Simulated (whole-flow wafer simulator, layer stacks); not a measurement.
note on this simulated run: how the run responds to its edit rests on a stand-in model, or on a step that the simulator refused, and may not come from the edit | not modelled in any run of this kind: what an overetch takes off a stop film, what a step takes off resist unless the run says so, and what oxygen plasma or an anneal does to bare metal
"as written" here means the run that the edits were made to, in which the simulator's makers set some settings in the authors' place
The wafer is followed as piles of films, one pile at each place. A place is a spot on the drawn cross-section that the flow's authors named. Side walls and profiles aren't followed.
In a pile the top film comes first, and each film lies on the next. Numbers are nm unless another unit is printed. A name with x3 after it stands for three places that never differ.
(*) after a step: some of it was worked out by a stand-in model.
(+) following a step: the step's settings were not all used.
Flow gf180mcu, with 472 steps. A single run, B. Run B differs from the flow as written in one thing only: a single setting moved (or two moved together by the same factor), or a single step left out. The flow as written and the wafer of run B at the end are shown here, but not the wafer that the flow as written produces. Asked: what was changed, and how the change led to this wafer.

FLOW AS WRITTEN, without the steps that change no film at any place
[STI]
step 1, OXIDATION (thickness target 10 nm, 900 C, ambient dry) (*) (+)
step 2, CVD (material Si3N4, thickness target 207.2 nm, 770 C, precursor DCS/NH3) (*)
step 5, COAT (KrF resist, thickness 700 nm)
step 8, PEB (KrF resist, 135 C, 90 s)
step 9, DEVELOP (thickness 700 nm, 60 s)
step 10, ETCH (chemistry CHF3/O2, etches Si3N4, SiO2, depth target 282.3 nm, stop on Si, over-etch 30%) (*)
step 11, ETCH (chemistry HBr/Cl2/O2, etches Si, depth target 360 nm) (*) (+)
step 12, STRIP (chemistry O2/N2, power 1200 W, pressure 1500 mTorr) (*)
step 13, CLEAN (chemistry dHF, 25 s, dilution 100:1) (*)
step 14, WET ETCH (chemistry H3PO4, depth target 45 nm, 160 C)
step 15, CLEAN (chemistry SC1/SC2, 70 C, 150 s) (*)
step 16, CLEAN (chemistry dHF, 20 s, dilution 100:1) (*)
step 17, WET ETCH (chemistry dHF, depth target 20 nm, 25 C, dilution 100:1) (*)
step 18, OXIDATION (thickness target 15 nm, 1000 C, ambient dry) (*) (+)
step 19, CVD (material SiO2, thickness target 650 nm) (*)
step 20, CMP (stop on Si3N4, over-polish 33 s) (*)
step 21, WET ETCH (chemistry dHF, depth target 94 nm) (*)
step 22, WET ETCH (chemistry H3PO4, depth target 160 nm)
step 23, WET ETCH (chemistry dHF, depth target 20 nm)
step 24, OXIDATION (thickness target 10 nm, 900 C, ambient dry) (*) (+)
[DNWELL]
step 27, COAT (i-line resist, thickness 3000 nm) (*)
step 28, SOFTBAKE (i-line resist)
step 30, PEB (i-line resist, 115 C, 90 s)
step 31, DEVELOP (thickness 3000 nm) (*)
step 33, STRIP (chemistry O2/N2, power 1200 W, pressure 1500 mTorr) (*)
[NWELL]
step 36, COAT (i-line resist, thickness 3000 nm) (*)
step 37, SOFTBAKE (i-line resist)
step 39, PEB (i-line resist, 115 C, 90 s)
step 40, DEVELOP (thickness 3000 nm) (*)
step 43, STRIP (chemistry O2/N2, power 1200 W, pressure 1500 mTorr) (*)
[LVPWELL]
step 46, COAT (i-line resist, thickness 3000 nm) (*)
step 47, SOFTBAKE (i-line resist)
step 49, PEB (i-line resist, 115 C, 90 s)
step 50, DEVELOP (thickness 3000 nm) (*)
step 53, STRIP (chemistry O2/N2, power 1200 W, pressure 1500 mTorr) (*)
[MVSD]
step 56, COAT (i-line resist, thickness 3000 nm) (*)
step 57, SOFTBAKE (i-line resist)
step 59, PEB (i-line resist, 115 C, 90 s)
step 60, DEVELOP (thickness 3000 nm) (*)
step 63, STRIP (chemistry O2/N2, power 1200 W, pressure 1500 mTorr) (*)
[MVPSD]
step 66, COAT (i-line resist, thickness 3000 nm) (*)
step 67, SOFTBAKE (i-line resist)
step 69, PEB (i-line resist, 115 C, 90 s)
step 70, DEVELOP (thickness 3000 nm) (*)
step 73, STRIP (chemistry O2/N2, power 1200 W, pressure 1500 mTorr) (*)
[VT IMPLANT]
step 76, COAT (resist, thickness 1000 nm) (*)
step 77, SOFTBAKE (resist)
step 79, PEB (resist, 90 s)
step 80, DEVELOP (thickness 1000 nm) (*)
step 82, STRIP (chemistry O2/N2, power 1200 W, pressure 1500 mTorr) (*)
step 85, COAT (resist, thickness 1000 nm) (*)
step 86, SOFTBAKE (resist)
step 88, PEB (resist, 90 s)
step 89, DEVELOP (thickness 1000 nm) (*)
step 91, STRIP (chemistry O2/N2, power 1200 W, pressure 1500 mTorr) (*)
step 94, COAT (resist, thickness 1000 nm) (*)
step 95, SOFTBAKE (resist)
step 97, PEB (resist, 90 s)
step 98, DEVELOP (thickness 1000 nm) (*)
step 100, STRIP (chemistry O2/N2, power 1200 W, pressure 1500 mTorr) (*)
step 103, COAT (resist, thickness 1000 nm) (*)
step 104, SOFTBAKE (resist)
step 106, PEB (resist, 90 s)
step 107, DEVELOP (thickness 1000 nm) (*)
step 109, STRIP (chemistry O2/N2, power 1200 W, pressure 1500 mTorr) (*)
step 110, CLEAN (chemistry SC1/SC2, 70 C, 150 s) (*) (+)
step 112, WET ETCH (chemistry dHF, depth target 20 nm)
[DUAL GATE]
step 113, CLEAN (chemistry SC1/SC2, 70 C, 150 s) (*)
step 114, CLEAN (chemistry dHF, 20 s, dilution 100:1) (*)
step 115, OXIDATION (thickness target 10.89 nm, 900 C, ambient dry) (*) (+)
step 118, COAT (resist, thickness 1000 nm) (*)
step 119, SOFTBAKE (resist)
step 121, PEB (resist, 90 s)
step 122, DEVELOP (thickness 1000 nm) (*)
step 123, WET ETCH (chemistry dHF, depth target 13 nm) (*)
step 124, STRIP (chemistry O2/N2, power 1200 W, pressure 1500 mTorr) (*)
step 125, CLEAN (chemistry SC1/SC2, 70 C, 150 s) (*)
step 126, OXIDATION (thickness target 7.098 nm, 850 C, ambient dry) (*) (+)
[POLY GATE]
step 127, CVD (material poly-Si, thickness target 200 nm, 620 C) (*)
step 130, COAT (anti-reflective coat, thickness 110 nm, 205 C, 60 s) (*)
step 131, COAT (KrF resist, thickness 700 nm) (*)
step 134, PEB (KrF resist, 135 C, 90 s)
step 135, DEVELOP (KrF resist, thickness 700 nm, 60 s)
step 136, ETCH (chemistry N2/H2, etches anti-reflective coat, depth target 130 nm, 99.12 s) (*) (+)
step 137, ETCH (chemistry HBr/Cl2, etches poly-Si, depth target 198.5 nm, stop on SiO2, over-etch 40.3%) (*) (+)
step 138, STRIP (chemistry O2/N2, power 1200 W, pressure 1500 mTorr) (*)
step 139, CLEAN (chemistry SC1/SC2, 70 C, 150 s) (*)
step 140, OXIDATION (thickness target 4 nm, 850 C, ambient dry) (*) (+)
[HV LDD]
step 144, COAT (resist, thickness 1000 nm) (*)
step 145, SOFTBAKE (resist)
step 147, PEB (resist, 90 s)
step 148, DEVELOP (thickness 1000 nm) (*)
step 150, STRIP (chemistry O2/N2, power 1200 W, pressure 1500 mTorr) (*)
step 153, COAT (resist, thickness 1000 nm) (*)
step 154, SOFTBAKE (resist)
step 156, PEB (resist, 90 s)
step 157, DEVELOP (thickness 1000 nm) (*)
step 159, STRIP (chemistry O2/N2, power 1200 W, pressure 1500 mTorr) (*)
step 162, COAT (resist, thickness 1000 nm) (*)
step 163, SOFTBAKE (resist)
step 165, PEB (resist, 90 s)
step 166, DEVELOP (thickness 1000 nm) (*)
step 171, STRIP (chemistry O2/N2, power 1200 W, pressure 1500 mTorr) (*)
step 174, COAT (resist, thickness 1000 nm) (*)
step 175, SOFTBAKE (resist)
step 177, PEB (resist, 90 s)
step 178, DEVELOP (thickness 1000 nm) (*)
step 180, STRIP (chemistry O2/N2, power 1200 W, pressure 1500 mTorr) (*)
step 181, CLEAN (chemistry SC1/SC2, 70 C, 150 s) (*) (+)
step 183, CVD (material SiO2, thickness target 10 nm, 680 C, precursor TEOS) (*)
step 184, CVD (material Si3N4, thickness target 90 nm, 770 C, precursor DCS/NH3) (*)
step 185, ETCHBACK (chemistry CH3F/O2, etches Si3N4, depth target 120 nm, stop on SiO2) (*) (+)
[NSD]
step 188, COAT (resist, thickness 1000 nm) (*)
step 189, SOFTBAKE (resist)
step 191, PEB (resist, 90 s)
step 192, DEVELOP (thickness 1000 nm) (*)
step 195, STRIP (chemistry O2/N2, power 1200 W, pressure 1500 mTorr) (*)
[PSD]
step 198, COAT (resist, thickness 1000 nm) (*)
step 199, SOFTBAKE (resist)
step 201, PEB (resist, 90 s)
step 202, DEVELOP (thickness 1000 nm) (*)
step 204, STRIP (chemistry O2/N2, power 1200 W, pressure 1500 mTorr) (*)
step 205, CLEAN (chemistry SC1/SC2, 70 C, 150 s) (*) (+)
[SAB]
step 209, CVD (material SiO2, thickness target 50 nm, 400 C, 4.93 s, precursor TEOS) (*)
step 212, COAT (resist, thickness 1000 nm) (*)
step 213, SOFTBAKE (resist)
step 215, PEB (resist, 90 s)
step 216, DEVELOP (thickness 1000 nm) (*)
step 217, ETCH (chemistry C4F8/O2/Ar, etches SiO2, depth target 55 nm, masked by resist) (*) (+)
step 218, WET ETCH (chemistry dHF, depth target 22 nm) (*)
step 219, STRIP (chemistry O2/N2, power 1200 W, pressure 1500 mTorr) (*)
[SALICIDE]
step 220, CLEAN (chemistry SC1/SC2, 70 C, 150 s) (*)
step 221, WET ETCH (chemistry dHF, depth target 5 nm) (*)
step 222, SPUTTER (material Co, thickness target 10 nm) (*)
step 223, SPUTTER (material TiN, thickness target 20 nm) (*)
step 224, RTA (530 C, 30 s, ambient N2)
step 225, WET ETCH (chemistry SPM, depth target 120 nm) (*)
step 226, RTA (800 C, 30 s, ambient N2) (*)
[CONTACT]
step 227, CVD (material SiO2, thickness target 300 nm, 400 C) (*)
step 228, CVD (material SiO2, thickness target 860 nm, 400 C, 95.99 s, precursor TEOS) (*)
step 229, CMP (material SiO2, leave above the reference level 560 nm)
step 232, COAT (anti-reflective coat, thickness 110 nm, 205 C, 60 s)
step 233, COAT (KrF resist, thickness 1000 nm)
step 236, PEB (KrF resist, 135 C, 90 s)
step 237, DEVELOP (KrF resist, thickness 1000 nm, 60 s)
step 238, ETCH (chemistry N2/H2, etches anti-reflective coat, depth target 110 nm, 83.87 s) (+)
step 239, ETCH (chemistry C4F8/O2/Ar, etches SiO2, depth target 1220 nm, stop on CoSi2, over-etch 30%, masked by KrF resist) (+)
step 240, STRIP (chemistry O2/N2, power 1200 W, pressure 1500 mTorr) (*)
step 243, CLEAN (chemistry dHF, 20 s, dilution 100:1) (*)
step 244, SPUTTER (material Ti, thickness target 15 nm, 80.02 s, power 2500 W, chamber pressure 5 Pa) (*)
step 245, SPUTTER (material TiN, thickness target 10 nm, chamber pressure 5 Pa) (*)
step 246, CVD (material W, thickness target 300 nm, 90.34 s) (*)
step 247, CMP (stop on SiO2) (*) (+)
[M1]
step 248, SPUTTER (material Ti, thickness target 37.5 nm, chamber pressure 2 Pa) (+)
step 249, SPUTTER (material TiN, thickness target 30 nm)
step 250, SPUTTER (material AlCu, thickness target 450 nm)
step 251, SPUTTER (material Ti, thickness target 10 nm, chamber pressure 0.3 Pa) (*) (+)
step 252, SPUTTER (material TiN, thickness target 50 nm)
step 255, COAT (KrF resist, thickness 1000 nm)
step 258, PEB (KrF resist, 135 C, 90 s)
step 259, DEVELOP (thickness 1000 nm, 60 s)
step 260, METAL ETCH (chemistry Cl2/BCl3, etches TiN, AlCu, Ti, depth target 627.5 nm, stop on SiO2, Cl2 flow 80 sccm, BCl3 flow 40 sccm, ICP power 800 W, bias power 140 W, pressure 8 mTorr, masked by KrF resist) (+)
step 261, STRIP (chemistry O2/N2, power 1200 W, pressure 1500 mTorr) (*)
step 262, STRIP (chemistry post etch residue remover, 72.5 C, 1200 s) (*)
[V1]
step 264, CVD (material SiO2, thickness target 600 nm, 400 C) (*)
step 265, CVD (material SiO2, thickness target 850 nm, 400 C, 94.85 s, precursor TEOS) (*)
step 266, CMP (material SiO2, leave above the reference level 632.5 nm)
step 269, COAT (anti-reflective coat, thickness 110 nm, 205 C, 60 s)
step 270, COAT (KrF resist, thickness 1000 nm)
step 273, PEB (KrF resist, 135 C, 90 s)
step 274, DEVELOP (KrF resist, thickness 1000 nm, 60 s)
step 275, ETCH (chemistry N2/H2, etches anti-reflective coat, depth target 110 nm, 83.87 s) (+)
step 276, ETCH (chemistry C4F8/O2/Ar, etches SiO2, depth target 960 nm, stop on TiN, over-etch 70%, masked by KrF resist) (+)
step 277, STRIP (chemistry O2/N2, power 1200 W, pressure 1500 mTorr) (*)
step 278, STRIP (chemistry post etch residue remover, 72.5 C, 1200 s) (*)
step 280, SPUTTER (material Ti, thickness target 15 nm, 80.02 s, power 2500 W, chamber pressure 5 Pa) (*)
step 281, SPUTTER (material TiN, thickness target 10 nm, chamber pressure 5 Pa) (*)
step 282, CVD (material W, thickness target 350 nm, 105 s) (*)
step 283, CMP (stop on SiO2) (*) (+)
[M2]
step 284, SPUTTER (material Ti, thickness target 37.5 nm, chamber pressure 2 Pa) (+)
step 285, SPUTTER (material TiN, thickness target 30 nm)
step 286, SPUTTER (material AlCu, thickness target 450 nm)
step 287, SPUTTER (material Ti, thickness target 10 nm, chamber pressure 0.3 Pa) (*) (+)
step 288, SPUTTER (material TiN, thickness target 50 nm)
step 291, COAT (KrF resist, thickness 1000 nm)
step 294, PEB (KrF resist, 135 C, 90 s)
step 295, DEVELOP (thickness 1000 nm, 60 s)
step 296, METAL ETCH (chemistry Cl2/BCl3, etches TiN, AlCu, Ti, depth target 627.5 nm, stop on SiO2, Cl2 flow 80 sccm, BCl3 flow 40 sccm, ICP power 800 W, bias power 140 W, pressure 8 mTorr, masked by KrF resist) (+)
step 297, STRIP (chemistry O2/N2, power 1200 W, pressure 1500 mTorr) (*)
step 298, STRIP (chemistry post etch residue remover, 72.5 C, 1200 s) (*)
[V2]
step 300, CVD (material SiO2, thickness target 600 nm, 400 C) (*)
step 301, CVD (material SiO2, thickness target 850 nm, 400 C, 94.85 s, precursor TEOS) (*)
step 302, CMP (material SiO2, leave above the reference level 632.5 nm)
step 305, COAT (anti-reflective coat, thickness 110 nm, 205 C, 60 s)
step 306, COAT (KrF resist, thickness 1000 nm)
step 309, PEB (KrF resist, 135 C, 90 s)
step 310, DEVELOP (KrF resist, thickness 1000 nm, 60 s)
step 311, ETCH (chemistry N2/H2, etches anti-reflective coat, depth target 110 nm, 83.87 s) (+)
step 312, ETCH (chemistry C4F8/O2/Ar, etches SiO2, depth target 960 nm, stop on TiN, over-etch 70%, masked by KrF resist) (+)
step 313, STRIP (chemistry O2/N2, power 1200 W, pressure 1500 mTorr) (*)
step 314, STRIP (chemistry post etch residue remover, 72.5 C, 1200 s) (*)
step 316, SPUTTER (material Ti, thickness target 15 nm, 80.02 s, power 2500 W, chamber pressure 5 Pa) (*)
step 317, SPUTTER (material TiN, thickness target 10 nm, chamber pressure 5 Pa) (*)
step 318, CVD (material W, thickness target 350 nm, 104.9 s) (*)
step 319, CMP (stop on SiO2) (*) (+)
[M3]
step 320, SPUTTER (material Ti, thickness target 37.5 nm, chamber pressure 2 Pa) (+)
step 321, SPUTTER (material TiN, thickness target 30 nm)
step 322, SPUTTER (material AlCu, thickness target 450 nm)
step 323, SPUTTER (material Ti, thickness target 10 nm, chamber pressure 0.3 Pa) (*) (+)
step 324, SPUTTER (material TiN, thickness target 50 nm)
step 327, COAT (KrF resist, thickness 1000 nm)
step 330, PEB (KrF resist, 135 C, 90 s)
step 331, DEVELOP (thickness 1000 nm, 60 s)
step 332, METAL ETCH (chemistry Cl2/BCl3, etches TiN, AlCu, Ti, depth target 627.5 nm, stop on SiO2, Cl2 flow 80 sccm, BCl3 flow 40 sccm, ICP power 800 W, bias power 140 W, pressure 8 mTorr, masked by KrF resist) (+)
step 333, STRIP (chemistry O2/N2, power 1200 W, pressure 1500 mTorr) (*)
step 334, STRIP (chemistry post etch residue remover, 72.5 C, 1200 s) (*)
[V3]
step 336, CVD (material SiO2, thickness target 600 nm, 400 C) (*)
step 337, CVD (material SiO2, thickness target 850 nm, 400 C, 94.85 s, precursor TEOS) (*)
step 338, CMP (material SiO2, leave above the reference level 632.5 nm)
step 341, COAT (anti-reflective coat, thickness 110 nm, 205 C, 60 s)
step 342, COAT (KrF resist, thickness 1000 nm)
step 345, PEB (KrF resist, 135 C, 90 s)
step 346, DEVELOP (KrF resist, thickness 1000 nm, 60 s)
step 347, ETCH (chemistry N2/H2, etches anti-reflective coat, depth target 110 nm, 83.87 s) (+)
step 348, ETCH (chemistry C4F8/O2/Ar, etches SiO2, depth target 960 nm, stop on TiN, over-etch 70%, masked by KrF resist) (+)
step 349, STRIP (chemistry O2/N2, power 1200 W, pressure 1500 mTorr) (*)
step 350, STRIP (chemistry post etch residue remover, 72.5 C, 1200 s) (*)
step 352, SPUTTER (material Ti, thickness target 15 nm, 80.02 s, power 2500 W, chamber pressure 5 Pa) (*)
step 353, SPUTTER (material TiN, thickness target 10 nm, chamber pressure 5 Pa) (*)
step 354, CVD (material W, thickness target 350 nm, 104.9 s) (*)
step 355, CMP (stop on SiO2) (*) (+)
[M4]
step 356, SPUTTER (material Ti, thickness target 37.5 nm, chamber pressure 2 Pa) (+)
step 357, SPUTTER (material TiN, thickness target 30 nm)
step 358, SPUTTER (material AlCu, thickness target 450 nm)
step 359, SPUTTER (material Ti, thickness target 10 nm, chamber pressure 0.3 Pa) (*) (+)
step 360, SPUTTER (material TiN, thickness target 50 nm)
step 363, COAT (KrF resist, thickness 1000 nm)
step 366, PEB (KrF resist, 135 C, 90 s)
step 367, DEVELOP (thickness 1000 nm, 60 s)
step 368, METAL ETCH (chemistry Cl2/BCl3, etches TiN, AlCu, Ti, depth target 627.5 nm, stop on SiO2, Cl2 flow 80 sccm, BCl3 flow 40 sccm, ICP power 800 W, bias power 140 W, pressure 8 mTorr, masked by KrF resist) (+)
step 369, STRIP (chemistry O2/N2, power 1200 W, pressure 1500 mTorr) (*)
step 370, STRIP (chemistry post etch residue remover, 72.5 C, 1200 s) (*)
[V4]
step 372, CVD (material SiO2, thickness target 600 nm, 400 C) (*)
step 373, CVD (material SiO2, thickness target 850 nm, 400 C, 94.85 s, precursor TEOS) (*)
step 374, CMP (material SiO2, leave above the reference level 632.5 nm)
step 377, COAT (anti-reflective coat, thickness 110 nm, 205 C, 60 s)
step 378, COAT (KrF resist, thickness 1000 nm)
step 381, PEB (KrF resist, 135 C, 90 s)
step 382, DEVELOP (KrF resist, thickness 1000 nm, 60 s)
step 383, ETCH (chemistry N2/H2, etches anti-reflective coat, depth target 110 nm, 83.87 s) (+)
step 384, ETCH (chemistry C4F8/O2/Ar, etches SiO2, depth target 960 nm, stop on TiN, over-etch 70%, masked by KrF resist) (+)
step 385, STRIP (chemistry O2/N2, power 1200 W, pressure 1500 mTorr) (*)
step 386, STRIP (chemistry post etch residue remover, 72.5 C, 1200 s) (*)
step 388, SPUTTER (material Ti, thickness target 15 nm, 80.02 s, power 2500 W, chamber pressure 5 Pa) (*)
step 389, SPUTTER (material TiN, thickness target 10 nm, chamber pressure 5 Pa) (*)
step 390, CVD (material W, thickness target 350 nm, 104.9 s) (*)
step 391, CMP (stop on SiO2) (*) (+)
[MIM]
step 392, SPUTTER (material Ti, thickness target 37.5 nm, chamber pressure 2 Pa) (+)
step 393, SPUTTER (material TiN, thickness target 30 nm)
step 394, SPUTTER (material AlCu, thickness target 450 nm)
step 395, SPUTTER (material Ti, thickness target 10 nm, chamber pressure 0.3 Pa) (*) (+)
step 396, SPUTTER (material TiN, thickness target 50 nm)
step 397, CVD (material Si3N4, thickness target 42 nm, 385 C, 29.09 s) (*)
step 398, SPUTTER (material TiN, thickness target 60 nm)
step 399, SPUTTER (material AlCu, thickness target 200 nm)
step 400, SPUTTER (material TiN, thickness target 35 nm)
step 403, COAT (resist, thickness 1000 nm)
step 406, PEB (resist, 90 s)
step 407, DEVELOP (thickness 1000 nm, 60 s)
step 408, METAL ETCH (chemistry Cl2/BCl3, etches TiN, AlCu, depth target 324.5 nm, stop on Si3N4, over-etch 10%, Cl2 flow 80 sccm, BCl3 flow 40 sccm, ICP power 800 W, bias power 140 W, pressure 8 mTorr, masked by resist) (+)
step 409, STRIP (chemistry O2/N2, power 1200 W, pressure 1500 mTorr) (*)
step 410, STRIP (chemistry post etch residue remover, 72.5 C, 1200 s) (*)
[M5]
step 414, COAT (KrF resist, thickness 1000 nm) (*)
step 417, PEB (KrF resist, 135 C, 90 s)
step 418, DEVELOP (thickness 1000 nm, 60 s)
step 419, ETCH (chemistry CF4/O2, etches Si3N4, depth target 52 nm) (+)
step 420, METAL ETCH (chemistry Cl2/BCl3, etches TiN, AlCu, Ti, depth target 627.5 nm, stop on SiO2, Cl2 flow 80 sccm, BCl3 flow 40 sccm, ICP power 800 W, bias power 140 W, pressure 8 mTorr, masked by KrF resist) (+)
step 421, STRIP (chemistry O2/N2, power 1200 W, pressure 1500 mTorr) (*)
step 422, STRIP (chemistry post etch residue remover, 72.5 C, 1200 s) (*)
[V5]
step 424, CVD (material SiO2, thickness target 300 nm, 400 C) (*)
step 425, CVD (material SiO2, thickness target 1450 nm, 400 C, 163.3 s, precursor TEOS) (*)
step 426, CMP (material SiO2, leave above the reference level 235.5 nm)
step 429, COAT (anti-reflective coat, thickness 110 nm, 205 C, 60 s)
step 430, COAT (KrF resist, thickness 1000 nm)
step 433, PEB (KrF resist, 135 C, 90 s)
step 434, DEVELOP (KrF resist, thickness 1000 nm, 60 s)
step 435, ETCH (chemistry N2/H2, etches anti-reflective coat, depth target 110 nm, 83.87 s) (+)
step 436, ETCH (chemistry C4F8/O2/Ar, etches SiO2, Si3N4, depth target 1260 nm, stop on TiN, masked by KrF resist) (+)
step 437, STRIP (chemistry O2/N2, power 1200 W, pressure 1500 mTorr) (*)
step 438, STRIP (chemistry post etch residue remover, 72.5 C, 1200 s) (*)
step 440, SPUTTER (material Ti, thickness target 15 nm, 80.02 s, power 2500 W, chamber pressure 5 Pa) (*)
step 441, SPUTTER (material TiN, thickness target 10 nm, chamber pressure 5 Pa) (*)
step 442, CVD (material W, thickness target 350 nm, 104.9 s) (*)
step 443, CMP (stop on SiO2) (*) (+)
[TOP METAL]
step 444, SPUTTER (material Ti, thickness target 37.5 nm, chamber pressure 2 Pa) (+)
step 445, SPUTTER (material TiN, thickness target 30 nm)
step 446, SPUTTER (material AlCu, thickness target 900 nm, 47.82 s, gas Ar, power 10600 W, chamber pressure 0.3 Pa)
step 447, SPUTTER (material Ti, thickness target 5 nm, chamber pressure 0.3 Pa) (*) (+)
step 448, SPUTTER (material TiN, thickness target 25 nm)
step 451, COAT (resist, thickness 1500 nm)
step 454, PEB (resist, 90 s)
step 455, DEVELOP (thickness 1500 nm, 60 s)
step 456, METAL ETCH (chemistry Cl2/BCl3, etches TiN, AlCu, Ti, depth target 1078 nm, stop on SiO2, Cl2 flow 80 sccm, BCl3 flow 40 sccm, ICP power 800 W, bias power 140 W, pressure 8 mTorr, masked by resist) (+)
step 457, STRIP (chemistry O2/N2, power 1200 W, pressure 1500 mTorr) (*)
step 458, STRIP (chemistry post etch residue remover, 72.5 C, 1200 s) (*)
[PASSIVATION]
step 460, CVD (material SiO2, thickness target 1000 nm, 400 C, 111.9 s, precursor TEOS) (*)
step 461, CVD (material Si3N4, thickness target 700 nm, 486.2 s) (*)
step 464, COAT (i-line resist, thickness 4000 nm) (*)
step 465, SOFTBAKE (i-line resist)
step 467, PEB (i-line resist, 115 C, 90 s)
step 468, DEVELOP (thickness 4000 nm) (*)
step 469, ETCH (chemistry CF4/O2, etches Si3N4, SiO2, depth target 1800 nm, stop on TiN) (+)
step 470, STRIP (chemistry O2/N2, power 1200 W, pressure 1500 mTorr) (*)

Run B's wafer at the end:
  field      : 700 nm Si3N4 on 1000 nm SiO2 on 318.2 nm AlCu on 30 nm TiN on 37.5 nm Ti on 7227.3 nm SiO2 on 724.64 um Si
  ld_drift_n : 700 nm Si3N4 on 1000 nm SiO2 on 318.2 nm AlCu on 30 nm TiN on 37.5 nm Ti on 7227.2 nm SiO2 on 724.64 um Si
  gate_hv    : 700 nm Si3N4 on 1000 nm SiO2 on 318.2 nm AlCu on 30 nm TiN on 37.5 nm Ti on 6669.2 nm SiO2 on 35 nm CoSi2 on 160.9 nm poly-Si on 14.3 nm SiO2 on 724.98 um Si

Cause: step 456, METAL ETCH: depth target 606.1 nm was run, whereas the flow has depth target 1078 nm.

Step by step, how the change led to this:
  step 456, METAL ETCH (chemistry Cl2/BCl3, etches TiN, AlCu, Ti, depth target 1078 nm, stop on SiO2, Cl2 flow 80 sccm, BCl3 flow 40 sccm, ICP power 800 W, bias power 140 W, pressure 8 mTorr, masked by resist) (+)
      field, field__w1, field__w2 and 103 more: TiN loses 25 (all of it), Ti loses 5 (all of it), AlCu loses 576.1 (as written it would have been: TiN loses 25 (all of it), Ti loses 5 (all of it), AlCu loses 900 (all of it), TiN loses 30 (all of it), Ti loses 37.5 (all of it))
      field__w8, contact, m1, m1__w1, pad, m1_nw: resist loses 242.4 (as written it would have been: resist loses 431)
  step 457, STRIP (chemistry O2/N2, power 1200 W, pressure 1500 mTorr) (*)
      field__w8, contact, m1, m1__w1, pad, m1_nw: resist loses 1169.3 (all of it) (as written it would have been: resist loses 980.8 (all of it))
  step 458, STRIP (chemistry post etch residue remover, 72.5 C, 1200 s) (*)
      field, field__w1, field__w2 and 103 more: AlCu loses 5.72 (as written it would have been: nothing)
  step 460, CVD (material SiO2, thickness target 1000 nm, 400 C, 111.9 s, precursor TEOS) (*)
      field, field__w1, field__w2 and 103 more: SiO2 gains 1000 (new film) (as written it would have been: SiO2 gains 1000)
  step 464, COAT (i-line resist, thickness 4000 nm) (*)
      field__w8: i-line resist gains 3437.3 (new film) (as written it would have been: i-line resist gains 3093.1 (new film))
      contact: i-line resist gains 3467.1 (new film) (as written it would have been: i-line resist gains 3153.6 (new film))
      (also at 4 further places)
  step 465, SOFTBAKE (i-line resist)
      field__w11, field__w13: i-line resist gains 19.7 (as written it would have been: i-line resist gains 37.9)
      sd_p_hv, nw_enc_fld__w1: i-line resist gains 19.5 (as written it would have been: i-line resist gains 36.6)
      (also at 65 further places)
  step 467, PEB (i-line resist, 115 C, 90 s)
      field__w8, m1__w1: i-line resist loses 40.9 (as written it would have been: i-line resist loses 34.7)
      contact, m1: i-line resist loses 41.1 (as written it would have been: i-line resist loses 35.1)
      (also at 2 further places)
  step 468, DEVELOP (thickness 4000 nm) (*)
      pad: i-line resist loses 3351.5 (all of it) (as written it would have been: i-line resist loses 2974.8 (all of it))
  step 470, STRIP (chemistry O2/N2, power 1200 W, pressure 1500 mTorr) (*)
      field__w8: i-line resist loses 2159.4 (all of it) (as written it would have been: i-line resist loses 1787.7 (all of it))
      contact: i-line resist loses 2171.5 (all of it) (as written it would have been: i-line resist loses 1811.2 (all of it))
      (also at 3 further places)
With metal films that touch counted as one body, field has 1 body; the flow as written gives 0 bodies.
With metal films that touch counted as one body, ld_drift_n has 1 body; the flow as written gives 0 bodies.
With metal films that touch counted as one body, gate_hv has 2 bodies (between them, from the top down: SiO2 6669.2); the flow as written gives 1 body.
